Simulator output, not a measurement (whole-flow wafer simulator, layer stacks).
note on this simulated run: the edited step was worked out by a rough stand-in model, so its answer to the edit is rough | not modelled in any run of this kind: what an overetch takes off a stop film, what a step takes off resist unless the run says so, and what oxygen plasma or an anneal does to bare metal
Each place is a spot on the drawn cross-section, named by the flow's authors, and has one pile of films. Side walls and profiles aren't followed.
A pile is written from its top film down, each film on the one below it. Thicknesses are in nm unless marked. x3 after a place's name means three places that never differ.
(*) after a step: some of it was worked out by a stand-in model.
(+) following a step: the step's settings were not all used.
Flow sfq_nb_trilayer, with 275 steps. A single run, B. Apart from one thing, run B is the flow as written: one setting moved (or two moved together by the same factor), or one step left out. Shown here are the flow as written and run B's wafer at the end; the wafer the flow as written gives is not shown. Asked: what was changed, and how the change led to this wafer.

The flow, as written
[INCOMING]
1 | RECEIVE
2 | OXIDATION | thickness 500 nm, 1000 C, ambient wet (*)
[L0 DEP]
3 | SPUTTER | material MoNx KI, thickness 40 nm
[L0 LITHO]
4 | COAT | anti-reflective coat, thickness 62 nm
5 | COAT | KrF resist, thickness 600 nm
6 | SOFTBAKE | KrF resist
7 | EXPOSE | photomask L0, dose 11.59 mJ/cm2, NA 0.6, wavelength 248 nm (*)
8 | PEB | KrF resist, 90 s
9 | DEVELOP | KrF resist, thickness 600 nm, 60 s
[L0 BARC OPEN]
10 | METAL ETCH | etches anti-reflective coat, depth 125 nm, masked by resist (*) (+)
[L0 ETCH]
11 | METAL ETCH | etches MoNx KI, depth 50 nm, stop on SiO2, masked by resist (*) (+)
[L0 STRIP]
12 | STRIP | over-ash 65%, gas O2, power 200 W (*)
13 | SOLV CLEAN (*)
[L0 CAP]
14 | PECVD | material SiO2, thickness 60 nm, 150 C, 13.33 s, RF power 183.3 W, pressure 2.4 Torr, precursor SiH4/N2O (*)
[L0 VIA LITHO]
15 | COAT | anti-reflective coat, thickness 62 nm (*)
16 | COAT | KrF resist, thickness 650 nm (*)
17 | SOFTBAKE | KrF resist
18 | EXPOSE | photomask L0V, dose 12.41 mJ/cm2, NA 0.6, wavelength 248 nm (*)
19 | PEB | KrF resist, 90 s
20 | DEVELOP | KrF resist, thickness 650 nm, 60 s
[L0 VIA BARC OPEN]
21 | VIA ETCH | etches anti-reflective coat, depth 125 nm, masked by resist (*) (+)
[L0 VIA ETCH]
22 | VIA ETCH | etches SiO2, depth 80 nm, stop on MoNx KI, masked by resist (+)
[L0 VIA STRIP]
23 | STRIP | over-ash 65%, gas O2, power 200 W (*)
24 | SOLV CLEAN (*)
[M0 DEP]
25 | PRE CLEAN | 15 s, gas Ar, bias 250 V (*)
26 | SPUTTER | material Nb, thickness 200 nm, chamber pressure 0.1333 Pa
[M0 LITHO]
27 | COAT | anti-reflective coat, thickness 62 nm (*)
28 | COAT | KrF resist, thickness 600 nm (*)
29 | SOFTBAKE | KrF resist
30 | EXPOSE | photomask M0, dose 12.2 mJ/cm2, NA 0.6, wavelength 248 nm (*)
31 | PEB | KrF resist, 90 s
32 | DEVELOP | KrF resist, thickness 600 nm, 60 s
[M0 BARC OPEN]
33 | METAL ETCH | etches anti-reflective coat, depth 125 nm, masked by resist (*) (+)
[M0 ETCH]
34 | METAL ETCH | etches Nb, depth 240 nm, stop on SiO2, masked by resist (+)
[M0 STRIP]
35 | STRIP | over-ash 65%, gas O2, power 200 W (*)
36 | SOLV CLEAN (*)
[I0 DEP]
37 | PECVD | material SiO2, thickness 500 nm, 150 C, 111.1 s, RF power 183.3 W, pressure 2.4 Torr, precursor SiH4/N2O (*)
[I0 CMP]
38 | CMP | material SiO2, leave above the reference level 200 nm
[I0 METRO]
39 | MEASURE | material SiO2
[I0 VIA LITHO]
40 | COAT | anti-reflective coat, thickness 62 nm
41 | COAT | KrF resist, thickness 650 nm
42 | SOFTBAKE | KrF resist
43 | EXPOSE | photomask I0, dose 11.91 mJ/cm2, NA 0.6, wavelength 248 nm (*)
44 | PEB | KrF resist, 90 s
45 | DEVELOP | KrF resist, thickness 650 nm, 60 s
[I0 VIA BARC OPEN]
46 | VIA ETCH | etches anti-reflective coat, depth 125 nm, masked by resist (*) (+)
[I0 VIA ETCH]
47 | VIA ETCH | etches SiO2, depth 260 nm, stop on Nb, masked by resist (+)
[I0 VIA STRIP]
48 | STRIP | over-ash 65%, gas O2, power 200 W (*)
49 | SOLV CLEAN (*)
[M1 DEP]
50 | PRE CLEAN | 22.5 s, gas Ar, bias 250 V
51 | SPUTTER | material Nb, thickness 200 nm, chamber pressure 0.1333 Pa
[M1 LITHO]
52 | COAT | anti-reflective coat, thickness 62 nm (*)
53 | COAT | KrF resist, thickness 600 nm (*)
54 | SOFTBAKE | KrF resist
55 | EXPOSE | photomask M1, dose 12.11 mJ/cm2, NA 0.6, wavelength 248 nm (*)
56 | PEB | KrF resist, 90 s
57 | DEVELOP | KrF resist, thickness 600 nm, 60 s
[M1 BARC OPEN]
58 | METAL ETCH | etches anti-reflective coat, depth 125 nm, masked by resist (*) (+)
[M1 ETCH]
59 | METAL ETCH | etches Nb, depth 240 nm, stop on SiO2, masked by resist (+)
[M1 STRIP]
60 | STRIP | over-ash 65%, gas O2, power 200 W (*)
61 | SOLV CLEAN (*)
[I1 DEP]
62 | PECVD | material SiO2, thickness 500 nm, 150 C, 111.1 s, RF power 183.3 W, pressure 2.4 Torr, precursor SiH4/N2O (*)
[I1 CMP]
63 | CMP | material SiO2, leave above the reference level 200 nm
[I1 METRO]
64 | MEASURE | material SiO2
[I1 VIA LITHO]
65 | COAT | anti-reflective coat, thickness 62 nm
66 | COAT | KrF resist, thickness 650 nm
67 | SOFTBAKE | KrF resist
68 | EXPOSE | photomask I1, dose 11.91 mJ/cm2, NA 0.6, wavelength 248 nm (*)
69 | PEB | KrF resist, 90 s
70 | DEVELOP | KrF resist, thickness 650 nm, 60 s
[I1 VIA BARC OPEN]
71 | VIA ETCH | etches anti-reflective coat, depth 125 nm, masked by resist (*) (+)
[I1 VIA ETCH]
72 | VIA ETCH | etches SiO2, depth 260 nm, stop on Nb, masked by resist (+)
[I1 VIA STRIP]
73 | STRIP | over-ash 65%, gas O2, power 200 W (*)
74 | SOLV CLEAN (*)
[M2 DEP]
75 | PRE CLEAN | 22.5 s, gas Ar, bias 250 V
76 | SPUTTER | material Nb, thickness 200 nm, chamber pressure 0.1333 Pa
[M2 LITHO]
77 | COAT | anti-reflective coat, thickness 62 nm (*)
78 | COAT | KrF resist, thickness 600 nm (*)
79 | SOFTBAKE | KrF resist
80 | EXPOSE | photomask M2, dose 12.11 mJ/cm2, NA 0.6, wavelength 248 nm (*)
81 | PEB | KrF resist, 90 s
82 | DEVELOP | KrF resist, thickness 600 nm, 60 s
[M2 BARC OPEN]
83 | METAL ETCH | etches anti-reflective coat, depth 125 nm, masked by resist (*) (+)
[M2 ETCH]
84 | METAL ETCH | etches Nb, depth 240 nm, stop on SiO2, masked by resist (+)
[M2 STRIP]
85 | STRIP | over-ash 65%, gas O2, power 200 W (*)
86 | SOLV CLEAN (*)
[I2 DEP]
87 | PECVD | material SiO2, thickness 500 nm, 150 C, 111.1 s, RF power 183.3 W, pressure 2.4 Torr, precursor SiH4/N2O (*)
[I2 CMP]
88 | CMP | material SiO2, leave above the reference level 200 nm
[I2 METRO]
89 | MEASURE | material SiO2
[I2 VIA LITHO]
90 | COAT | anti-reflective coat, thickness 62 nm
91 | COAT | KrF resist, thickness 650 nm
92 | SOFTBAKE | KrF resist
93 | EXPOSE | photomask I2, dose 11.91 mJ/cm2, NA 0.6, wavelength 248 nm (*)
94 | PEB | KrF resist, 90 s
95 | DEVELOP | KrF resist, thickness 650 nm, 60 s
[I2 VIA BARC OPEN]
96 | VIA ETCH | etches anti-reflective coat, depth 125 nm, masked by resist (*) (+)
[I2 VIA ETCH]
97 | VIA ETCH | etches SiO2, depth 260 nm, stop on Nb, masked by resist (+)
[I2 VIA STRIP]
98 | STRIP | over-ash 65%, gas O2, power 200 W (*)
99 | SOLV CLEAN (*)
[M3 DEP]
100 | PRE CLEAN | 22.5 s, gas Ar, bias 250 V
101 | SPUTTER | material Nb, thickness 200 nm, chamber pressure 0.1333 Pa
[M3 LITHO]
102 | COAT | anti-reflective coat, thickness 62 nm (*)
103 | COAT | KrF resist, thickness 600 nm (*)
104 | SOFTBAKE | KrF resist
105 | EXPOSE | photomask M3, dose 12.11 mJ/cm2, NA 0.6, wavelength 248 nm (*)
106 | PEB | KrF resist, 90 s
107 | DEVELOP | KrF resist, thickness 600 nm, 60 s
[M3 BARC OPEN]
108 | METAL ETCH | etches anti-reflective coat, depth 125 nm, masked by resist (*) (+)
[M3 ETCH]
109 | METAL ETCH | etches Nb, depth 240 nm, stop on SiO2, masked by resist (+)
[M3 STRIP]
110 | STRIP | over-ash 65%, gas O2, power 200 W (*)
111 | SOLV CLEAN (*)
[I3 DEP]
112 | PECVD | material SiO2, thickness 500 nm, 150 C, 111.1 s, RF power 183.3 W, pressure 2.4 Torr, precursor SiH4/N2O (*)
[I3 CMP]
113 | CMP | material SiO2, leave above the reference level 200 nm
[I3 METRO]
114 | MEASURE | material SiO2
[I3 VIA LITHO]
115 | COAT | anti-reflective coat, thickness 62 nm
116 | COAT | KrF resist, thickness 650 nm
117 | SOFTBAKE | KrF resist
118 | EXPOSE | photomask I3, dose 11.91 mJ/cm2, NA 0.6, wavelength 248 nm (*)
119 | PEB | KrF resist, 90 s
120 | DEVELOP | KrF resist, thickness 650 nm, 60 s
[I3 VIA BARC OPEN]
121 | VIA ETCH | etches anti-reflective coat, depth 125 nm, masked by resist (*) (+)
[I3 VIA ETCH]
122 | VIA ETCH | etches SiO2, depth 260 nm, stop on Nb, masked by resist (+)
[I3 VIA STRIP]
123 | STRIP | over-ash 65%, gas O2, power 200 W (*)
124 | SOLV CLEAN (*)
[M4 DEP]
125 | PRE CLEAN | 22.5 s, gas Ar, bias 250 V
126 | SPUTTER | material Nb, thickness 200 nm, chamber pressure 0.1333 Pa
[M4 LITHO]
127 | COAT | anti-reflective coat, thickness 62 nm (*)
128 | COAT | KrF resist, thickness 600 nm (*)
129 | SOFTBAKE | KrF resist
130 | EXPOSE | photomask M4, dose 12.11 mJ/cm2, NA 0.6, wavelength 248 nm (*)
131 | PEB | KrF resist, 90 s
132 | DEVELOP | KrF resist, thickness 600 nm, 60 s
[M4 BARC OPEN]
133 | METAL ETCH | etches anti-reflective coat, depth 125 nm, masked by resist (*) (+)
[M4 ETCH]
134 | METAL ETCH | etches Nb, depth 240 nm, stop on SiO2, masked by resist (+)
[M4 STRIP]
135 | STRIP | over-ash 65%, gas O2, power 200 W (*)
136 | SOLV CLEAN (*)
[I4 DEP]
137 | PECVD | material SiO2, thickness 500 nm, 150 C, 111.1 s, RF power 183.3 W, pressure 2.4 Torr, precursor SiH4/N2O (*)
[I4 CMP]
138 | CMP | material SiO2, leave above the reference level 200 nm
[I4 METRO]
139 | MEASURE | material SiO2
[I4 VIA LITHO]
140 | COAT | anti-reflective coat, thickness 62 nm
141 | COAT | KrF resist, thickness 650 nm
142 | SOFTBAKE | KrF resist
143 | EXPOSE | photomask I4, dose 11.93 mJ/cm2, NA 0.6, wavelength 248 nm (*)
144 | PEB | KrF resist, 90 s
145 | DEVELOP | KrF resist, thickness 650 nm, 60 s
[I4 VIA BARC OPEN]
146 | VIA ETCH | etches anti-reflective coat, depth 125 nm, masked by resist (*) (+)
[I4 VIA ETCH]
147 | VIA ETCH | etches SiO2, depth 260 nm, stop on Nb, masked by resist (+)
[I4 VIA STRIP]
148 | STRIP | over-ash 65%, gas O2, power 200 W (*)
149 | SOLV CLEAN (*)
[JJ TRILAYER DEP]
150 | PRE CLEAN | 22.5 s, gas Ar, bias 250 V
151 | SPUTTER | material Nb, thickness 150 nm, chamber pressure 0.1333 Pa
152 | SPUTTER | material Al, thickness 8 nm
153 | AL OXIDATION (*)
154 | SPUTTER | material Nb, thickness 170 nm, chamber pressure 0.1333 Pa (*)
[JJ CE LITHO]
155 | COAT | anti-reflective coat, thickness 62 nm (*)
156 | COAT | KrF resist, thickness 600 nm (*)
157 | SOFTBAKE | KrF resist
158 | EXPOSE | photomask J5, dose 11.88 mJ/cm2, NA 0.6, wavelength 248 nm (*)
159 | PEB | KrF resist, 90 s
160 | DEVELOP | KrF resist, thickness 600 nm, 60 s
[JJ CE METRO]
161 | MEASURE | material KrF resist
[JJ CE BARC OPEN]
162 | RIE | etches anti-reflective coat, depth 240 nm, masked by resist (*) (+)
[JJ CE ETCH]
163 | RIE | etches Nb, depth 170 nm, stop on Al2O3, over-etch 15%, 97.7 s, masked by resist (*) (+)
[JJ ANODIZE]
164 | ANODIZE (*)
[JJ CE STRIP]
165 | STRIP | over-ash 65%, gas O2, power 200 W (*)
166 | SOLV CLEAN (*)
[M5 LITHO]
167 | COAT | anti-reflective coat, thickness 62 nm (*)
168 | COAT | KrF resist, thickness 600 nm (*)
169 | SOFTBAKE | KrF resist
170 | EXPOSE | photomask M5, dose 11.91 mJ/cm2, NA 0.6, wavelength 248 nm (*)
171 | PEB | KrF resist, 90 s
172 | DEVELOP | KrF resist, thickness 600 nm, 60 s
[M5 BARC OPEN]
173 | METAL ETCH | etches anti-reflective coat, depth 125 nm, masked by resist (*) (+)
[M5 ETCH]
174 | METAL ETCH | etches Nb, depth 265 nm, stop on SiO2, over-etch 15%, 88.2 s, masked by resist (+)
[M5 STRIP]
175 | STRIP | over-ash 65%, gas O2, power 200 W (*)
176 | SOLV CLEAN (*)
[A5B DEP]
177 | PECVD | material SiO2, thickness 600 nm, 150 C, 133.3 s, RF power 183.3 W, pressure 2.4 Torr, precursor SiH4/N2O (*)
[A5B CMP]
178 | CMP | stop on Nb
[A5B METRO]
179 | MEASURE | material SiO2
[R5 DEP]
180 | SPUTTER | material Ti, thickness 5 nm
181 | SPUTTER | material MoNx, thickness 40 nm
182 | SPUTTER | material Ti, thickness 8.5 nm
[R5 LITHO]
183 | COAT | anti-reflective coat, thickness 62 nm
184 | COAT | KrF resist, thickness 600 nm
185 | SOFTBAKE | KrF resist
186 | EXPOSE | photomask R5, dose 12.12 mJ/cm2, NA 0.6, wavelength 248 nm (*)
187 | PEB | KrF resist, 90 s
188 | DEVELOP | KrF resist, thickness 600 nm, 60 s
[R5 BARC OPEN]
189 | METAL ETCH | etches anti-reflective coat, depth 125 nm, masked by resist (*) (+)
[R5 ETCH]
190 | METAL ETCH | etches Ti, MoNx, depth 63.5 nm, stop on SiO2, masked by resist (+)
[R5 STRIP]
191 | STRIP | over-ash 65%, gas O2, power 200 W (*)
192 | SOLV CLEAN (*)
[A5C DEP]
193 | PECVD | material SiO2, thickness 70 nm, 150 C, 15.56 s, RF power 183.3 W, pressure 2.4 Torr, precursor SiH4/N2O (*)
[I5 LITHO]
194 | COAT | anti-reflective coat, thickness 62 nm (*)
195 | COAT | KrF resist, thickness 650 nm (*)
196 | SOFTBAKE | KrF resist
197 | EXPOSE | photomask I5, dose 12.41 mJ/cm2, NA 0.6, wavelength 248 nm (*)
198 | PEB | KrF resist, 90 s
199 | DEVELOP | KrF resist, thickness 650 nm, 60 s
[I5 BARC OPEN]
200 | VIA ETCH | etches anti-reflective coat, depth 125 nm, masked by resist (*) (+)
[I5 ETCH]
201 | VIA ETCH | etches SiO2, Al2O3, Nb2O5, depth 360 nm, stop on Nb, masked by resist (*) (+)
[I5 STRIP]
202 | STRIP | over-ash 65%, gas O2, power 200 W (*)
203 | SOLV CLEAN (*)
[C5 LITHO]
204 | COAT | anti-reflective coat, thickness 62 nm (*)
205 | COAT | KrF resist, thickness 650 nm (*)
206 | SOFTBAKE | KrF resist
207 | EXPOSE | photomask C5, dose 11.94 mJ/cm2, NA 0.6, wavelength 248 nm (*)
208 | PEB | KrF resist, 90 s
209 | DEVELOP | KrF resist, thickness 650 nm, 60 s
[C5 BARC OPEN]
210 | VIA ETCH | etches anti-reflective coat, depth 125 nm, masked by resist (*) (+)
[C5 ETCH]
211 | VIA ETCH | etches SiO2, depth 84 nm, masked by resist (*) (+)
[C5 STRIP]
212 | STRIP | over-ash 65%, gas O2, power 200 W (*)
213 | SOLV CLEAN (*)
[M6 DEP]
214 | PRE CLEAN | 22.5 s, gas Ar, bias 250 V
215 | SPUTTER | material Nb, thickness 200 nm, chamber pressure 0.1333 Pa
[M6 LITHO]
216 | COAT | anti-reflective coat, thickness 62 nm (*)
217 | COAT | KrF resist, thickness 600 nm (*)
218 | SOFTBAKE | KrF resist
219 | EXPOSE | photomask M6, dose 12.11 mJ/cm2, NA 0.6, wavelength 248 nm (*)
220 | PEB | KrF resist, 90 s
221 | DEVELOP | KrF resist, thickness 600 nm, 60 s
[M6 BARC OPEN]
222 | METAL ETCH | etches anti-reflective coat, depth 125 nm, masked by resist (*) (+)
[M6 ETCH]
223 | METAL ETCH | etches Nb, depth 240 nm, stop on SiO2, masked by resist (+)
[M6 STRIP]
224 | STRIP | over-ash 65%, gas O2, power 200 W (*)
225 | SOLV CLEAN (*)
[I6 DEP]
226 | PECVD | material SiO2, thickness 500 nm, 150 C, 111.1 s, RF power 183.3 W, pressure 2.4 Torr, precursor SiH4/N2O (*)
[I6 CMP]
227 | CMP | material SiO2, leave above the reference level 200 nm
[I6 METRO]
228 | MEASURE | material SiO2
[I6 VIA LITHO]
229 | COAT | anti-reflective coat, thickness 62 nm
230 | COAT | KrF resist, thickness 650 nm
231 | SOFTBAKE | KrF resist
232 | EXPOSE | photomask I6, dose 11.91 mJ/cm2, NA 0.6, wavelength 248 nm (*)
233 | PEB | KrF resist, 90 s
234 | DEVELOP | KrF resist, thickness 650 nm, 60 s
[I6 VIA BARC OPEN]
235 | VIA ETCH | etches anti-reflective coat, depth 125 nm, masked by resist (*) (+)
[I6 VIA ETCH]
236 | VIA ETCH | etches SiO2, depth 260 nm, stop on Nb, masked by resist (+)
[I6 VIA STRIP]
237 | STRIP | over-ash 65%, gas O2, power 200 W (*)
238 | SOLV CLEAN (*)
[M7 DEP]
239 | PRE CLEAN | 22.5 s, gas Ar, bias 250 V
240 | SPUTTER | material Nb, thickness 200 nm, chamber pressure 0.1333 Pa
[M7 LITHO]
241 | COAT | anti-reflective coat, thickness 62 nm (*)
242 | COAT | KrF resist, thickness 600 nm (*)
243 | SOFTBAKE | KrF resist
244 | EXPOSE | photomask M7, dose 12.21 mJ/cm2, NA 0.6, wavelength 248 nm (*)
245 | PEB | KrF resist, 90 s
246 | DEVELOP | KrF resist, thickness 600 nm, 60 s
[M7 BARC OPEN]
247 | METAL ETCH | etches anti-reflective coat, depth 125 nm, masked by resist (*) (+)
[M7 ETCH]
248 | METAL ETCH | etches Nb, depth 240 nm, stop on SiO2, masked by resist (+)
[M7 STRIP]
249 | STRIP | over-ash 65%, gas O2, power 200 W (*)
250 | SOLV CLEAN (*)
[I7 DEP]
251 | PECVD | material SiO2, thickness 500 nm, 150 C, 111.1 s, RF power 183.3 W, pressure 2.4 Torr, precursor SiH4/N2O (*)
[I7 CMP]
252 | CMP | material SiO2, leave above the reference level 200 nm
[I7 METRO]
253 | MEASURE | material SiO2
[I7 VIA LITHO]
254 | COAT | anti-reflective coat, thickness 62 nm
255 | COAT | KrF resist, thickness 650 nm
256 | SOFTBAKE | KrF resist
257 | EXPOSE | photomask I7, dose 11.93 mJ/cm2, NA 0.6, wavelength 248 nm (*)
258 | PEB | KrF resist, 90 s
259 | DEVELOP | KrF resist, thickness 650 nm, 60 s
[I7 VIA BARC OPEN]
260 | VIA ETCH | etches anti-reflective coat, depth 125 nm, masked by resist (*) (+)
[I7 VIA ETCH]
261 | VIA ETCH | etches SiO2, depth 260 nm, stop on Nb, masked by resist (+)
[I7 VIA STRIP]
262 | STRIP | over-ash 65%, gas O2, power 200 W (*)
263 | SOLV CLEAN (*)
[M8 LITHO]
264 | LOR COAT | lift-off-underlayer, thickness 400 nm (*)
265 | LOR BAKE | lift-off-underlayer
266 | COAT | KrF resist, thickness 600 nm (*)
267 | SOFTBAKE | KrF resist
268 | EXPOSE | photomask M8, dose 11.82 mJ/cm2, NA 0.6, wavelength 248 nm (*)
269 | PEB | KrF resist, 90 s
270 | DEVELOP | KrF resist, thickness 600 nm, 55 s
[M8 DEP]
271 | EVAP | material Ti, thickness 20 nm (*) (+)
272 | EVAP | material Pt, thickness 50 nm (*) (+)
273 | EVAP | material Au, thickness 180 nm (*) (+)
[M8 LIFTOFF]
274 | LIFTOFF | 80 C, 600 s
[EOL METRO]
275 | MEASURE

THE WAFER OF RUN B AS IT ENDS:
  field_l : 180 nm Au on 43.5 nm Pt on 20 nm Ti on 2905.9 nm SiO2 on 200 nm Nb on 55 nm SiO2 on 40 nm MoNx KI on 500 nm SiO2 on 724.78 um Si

What caused this: step 272, EVAP: thickness 43.5 nm was run, though the flow has thickness 50 nm.
The wafer itself shows it: field_l has Pt 43.5, and step 272 as written asks for 50 nm.

How this came from the change, step by step:
  272 | EVAP | material Pt, thickness 50 nm (*) (+)
      field_l, v_sur, via_wl and 103 more: +43.5 Pt (new film) (in the flow as written it would be: +50 Pt (new film))
  274 | LIFTOFF | 80 C, 600 s
      p4_fl, p4_fm, p4_w1 and 71 more: -180 Au (all of it), -43.5 Pt (all of it), -20 Ti (all of it), -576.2 KrF resist (all of it), -400 lift-off-underlayer (all of it) (in the flow as written it would be: -180 Au (all of it), -50 Pt (all of it), -20 Ti (all of it), -576.2 KrF resist (all of it), -400 lift-off-underlayer (all of it))
      c5j, ce_r: -180 Au (all of it), -43.5 Pt (all of it), -20 Ti (all of it), -573.3 KrF resist (all of it), -399.3 lift-off-underlayer (all of it) (in the flow as written it would be: -180 Au (all of it), -50 Pt (all of it), -20 Ti (all of it), -573.3 KrF resist (all of it), -399.3 lift-off-underlayer (all of it))
      (as well as at 19 more places)
